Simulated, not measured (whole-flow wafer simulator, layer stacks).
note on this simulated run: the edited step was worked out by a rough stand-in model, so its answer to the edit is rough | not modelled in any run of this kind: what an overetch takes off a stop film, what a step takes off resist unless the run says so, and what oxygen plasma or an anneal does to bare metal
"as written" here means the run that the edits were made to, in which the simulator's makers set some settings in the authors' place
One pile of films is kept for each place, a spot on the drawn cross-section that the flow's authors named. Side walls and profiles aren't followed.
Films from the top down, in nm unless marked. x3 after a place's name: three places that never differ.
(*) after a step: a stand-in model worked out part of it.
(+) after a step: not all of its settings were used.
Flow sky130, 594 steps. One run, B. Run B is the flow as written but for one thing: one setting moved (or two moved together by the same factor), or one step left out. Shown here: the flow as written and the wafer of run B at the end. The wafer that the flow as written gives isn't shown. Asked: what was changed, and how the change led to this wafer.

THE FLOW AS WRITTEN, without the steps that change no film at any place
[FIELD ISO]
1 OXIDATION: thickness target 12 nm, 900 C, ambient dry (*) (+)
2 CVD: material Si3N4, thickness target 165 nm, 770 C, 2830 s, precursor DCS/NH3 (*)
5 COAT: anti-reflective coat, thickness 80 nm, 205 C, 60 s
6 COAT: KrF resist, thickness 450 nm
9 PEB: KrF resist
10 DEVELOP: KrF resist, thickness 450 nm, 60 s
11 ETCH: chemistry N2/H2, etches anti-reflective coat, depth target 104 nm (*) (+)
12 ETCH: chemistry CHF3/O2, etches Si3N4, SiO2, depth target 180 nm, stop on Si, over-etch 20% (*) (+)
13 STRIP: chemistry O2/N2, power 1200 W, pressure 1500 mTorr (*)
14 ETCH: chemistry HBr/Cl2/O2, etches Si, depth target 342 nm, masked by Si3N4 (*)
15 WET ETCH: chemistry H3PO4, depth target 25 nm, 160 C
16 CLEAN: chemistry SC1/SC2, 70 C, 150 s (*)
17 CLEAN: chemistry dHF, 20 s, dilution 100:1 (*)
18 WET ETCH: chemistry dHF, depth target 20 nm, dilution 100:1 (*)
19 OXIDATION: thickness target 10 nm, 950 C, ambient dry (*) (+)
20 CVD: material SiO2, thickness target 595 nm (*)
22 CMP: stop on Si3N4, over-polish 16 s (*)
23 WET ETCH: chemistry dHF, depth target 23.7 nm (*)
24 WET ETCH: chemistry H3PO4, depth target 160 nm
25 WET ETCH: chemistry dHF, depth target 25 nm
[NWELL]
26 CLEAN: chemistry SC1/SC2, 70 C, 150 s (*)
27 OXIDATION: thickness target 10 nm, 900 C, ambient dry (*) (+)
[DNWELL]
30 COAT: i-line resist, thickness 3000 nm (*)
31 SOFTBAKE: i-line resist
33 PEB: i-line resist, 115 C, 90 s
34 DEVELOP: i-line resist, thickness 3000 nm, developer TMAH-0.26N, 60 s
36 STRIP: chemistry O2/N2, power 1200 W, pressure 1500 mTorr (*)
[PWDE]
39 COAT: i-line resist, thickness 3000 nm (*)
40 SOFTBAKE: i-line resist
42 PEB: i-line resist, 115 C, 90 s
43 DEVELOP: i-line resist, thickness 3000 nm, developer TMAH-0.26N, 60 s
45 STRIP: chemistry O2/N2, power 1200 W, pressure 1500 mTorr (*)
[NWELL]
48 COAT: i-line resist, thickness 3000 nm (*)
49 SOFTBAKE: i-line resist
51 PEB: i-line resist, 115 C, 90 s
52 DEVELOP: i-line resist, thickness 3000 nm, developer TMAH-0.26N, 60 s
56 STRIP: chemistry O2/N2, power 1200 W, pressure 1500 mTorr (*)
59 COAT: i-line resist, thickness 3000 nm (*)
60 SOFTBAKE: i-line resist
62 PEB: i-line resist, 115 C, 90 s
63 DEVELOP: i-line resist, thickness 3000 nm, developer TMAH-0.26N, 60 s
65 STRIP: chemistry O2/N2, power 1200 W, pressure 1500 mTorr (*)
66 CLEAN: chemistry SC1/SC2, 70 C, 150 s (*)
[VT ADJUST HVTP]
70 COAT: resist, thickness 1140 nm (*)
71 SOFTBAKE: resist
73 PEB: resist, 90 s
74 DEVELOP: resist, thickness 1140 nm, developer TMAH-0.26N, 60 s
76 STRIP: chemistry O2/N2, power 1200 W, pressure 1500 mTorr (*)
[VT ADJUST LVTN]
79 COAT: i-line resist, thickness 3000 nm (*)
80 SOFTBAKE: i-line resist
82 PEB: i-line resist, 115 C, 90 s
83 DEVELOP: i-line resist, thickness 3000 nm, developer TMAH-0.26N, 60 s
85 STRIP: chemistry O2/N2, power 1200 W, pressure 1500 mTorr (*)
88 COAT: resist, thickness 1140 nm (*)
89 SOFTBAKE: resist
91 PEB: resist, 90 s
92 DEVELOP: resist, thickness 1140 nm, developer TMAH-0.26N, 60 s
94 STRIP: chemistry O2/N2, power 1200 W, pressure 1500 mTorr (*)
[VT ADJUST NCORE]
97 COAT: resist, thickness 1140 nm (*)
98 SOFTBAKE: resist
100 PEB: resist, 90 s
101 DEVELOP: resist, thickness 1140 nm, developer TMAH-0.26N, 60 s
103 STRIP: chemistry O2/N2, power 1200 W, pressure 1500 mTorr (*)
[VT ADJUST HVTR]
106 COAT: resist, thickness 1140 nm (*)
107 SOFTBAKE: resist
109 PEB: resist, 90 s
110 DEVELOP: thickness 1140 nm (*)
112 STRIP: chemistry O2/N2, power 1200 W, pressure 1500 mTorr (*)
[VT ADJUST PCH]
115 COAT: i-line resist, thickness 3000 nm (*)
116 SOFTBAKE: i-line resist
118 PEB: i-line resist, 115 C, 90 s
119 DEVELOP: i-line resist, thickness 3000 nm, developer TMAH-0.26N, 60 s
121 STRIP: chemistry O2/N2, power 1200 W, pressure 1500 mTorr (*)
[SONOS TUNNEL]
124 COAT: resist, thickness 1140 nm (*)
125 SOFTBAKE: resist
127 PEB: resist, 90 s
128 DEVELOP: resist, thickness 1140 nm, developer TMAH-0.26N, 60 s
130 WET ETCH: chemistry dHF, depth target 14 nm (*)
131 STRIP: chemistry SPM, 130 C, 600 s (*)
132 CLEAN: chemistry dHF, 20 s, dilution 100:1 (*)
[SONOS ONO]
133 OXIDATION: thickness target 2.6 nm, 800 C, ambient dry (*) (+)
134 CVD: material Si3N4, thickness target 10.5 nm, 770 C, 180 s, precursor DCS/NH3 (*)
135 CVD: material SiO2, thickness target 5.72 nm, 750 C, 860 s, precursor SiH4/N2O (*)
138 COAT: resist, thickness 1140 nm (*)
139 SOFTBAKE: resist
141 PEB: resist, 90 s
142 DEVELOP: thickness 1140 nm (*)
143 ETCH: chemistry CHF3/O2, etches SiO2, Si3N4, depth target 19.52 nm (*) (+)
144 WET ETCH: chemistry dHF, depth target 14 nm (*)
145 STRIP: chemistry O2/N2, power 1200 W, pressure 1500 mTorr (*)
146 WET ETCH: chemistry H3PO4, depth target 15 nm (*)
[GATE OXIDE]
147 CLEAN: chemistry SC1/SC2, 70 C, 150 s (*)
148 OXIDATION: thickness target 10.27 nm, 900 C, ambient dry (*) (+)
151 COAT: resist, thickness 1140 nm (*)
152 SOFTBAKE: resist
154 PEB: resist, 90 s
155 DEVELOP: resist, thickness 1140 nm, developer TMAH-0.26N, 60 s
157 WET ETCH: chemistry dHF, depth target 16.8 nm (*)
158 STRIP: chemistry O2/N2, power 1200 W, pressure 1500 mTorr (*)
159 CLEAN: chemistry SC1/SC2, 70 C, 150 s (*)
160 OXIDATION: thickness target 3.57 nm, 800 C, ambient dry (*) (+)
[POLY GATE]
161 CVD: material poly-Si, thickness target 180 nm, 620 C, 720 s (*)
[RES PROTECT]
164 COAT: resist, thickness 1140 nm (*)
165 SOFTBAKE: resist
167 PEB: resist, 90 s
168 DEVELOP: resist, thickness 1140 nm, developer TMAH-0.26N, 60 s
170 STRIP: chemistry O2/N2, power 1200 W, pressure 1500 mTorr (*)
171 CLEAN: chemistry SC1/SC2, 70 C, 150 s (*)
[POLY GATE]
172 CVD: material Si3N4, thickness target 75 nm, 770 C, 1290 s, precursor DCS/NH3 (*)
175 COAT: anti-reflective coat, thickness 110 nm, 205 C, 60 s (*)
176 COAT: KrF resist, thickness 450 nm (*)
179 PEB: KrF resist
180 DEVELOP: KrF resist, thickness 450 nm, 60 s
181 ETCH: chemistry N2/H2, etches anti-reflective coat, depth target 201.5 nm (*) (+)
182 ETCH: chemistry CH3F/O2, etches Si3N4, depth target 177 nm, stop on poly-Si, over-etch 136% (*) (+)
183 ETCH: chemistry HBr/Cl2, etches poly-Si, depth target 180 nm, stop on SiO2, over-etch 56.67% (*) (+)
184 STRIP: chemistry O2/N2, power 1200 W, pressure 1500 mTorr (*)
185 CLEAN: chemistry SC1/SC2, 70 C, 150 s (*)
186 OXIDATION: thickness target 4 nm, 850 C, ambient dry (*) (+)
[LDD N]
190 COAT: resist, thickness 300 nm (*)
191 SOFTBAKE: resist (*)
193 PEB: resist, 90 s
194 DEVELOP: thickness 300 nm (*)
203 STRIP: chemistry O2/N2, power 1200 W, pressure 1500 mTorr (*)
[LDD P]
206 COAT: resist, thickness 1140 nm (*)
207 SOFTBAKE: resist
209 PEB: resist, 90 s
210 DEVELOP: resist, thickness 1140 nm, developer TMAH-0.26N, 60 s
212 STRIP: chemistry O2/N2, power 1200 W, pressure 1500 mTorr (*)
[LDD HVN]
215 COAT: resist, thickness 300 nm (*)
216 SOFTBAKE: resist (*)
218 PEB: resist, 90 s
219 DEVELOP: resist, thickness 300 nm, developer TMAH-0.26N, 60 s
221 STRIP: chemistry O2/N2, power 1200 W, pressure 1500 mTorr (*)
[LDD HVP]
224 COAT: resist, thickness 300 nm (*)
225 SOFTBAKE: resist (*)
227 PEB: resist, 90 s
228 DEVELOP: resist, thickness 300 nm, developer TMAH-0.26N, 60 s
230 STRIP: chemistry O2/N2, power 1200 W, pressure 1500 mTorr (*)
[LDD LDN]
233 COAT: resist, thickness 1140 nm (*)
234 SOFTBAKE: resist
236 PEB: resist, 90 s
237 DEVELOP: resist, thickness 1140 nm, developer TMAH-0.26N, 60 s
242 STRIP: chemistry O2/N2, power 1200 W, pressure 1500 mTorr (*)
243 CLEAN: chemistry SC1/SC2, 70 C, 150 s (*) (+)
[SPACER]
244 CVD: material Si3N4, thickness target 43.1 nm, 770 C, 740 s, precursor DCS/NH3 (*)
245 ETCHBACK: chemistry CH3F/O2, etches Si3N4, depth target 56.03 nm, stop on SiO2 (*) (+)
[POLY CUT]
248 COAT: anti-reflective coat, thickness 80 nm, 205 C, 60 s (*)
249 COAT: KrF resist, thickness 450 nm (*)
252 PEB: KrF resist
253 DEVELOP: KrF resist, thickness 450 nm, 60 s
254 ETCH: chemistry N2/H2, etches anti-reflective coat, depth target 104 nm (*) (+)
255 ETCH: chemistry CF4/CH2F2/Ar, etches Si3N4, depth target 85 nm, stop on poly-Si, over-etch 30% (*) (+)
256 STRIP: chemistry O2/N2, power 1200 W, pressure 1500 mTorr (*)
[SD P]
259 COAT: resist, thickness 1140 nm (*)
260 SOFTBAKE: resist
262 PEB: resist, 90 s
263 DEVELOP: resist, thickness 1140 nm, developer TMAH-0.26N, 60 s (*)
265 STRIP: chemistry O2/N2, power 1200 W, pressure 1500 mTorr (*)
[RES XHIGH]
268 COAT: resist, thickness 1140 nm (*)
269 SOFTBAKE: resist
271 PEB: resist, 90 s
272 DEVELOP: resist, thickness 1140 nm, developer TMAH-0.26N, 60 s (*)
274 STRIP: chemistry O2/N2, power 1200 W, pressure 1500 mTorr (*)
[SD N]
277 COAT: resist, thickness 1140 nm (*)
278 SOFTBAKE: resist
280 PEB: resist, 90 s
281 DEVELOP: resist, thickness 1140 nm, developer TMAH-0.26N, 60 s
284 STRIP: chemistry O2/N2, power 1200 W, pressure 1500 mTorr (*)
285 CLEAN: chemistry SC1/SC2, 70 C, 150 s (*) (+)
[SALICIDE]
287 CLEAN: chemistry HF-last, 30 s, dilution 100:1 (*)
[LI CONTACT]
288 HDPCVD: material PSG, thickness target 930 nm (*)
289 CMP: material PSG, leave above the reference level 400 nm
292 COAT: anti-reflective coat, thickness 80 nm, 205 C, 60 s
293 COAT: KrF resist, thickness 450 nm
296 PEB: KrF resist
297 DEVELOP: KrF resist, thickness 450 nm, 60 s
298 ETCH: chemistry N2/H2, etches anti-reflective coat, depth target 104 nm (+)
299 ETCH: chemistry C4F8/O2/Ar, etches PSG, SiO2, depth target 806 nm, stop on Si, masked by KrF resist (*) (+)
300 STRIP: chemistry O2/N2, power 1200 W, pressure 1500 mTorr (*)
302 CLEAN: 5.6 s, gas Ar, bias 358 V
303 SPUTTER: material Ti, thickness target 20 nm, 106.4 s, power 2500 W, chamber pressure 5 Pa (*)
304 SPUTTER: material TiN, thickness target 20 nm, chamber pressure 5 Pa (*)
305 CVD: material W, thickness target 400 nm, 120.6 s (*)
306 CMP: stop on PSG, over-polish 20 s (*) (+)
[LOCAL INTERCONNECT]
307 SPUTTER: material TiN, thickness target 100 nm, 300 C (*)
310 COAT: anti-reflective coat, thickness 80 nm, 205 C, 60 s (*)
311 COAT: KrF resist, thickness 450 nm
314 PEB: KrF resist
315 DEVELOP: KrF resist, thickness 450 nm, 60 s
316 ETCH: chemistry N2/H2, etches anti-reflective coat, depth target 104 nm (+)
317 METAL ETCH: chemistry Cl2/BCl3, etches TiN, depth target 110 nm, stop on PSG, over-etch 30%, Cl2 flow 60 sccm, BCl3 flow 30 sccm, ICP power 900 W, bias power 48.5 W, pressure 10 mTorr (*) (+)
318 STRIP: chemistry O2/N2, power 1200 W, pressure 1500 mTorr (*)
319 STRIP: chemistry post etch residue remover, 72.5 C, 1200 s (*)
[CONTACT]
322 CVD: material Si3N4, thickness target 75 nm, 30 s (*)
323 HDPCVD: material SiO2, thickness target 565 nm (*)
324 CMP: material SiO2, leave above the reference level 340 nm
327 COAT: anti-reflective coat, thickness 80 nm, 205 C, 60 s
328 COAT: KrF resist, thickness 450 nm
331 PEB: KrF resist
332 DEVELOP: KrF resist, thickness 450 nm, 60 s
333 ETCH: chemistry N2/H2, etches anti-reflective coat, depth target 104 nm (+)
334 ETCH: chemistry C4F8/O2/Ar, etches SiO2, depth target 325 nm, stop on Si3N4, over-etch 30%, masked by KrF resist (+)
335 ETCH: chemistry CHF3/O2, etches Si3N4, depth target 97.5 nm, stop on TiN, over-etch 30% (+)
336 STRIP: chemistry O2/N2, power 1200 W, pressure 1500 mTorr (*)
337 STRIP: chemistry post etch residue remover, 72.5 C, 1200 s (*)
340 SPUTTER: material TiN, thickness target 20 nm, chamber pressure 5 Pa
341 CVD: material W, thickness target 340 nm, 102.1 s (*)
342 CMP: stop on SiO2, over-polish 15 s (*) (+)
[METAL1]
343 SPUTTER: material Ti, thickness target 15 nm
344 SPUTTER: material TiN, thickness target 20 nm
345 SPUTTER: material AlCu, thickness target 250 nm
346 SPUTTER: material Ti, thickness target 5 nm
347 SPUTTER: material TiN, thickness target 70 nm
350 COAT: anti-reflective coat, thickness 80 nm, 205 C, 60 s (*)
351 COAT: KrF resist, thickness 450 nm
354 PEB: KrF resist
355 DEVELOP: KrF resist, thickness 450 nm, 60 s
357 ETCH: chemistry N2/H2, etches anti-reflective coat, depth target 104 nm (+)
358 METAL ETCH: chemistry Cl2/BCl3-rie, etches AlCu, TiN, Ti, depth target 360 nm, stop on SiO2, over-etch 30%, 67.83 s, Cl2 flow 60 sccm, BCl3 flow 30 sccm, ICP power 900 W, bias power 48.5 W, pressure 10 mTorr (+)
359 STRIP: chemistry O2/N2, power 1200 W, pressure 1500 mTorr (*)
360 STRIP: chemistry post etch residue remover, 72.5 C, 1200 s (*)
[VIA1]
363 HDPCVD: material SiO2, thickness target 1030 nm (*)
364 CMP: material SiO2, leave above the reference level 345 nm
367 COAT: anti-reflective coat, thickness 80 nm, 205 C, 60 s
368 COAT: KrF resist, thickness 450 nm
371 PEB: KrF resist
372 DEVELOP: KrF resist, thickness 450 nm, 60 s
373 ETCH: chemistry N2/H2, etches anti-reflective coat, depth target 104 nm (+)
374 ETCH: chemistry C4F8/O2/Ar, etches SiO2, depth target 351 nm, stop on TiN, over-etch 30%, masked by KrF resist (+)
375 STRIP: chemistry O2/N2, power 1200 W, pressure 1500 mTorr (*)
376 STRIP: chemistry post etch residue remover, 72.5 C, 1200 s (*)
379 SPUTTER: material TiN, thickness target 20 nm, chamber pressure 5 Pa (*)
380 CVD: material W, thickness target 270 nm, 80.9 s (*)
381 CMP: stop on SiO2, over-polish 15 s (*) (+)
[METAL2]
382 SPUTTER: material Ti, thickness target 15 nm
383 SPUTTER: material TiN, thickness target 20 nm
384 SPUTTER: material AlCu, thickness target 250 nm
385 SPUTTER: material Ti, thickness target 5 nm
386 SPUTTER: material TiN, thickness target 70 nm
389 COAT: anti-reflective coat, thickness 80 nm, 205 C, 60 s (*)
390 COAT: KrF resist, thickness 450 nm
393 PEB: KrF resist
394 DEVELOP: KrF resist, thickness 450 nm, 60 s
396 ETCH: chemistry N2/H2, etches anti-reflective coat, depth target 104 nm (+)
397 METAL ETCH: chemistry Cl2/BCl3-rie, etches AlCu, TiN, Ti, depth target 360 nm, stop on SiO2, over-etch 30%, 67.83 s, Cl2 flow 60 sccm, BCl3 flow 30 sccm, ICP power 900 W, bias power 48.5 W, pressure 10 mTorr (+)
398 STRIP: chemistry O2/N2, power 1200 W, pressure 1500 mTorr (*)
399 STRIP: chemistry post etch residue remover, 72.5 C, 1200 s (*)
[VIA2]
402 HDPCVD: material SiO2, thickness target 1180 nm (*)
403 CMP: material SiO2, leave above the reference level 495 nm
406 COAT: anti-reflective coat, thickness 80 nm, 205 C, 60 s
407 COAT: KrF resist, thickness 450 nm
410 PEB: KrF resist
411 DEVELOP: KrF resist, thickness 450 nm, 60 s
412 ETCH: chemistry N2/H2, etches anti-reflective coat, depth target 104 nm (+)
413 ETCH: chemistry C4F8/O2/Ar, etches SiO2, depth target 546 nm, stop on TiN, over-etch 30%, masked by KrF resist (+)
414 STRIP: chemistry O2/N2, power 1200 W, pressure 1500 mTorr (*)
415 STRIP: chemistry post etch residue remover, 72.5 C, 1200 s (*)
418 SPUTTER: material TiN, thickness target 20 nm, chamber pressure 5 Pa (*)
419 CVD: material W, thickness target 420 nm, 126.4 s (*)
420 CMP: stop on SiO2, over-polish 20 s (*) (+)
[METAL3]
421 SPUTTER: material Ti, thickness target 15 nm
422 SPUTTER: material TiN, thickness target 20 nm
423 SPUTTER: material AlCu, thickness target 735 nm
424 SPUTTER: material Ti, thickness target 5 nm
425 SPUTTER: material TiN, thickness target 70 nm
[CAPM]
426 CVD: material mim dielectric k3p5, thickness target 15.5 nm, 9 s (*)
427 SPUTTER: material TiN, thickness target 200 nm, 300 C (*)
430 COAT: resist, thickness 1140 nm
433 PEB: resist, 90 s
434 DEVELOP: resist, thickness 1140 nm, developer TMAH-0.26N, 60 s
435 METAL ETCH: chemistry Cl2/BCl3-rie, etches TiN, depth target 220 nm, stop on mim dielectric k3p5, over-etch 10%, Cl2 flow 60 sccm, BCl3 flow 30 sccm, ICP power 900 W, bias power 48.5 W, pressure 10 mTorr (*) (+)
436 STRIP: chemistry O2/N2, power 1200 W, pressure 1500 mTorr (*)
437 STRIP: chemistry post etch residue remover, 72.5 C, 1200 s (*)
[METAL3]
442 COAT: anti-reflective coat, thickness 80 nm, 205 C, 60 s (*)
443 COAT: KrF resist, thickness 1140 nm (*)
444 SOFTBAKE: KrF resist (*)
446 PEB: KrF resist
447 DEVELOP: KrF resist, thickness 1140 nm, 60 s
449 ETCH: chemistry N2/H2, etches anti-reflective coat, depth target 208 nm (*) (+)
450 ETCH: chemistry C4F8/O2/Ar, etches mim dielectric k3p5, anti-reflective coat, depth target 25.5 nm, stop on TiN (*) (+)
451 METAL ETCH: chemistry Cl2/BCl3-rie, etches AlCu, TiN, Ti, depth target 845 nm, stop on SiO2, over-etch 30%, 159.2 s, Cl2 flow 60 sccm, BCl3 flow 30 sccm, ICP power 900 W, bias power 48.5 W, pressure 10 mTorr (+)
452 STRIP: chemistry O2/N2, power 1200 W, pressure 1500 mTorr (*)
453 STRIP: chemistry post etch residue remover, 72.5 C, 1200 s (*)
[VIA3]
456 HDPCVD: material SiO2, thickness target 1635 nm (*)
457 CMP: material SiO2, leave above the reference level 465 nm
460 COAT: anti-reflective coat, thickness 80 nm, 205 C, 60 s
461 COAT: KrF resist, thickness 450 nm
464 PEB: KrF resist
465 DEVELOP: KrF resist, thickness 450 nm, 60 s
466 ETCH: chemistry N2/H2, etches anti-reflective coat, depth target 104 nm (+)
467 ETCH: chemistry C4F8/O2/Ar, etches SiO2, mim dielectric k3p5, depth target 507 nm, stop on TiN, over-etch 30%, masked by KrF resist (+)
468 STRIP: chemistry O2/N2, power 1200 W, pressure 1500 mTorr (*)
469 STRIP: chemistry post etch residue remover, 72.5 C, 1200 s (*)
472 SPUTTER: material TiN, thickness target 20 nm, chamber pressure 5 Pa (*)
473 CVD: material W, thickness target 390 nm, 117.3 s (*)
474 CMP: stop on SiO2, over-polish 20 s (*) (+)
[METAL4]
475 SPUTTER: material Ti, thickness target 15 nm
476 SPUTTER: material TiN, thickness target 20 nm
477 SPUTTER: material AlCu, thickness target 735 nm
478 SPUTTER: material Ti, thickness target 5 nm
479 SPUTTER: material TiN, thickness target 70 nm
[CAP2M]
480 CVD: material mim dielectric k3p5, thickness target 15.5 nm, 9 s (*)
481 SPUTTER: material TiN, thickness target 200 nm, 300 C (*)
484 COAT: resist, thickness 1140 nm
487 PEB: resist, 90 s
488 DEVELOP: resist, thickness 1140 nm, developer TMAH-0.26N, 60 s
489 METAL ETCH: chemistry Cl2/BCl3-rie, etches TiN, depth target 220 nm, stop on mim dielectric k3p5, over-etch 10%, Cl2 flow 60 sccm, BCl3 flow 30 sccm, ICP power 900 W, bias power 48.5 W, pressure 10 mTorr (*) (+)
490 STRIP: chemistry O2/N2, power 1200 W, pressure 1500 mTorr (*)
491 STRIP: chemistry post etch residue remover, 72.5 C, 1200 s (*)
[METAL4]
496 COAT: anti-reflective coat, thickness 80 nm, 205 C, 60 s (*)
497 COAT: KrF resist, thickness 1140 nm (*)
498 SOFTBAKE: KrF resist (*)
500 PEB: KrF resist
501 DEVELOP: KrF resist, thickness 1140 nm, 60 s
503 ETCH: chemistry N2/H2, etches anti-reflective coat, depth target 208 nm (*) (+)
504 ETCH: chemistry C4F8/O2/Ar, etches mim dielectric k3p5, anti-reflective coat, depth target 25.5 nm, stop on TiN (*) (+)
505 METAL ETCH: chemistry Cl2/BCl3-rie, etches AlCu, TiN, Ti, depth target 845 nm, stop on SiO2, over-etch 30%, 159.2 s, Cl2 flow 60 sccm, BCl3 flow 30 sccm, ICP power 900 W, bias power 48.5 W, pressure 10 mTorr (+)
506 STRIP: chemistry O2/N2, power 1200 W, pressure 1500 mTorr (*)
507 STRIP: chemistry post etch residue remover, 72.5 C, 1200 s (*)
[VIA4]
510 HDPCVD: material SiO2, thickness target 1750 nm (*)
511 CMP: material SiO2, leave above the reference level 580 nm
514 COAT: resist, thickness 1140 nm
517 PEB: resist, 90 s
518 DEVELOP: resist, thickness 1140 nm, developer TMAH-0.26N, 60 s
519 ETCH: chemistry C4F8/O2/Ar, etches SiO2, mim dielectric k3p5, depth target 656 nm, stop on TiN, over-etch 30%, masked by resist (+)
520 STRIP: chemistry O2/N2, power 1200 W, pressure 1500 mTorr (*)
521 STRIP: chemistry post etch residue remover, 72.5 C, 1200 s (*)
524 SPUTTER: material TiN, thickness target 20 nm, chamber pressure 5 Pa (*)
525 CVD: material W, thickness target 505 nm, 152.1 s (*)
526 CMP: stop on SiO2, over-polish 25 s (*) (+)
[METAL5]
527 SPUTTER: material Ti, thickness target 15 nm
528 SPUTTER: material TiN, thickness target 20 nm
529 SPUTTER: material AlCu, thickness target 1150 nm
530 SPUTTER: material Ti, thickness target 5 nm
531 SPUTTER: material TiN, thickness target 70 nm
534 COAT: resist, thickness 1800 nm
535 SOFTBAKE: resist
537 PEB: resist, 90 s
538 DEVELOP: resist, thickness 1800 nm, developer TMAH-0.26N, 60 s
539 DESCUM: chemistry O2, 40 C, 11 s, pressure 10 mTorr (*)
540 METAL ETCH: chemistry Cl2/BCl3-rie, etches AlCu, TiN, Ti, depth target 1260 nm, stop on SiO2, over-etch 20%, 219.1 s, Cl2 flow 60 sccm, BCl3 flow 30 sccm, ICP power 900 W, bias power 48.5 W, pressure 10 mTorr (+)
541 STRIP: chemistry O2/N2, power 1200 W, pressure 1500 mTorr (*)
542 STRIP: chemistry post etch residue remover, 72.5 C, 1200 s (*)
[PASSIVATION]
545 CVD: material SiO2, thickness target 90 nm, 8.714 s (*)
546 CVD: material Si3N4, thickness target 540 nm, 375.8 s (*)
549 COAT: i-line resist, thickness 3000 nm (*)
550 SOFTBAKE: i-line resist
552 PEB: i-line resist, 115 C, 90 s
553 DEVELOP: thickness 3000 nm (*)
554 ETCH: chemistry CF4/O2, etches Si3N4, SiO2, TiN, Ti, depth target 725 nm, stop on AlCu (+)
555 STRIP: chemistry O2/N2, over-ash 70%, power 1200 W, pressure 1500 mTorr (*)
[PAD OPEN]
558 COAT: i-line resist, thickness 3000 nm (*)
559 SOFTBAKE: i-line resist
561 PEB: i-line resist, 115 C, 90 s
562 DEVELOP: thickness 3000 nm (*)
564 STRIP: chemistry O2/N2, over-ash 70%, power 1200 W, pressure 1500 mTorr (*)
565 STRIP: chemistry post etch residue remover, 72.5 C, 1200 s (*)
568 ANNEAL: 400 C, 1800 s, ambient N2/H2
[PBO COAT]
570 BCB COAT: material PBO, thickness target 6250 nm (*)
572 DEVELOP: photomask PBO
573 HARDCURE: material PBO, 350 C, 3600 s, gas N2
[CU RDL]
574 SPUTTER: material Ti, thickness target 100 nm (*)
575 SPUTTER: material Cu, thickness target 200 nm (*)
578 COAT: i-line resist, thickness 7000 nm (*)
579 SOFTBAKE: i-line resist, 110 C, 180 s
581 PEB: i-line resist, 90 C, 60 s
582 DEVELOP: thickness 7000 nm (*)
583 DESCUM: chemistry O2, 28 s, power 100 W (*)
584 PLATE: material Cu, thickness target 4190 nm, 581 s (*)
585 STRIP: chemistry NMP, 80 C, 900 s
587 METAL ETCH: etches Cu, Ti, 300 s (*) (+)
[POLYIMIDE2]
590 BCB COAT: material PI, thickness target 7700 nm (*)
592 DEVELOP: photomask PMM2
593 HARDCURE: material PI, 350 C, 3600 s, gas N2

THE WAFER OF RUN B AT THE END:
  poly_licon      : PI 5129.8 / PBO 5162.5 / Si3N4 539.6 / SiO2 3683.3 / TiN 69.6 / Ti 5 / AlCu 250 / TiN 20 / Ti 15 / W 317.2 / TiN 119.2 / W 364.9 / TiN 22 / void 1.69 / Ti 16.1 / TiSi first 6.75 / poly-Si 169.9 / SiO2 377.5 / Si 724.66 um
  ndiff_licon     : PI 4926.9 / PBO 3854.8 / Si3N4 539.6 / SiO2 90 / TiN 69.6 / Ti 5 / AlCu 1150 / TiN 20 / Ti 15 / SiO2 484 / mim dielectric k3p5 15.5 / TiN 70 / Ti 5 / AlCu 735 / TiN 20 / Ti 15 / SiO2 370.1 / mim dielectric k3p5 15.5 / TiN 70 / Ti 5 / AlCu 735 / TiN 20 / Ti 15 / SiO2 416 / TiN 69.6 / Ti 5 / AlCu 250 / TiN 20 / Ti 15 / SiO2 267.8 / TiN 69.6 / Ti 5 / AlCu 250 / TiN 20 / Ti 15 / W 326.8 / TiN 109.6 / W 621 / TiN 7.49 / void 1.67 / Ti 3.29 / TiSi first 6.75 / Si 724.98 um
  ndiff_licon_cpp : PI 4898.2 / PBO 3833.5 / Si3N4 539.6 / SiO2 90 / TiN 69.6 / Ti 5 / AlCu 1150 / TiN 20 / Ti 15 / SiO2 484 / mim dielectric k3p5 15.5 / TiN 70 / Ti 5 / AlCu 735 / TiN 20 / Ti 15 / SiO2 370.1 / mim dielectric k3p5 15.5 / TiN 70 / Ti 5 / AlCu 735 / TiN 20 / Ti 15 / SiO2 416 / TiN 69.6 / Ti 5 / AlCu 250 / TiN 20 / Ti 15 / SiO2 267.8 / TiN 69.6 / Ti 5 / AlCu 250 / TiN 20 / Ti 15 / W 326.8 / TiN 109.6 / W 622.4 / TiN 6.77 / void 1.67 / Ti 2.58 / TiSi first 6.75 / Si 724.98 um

The cause: step 304, SPUTTER: thickness target 22 nm was run, where the flow has thickness target 20 nm.
It can be read off the wafer: poly_licon has TiN 22, and step 304 as written asks for 20 nm.

How the change led to this, step by step:
  304 SPUTTER: material TiN, thickness target 20 nm, chamber pressure 5 Pa (*)
      field, active, n_well and 185 more: TiN +22 (new film) (as written it would be: TiN +20 (new film))
      ndiff_licon: TiN +7.49 (new film) (as written it would be: TiN +6.83 (new film))
      (and at 2 more places)
  306 CMP: stop on PSG, over-polish 20 s (*) (+)
      field, active, n_well and 184 more: W -400 (all of it), TiN -22 (all of it), Ti -20 (all of it), PSG -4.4 (as written it would be: W -400 (all of it), TiN -20 (all of it), Ti -20 (all of it), PSG -4.4)
      poly_licon: W -35.1 (as written it would be: W -33.1)
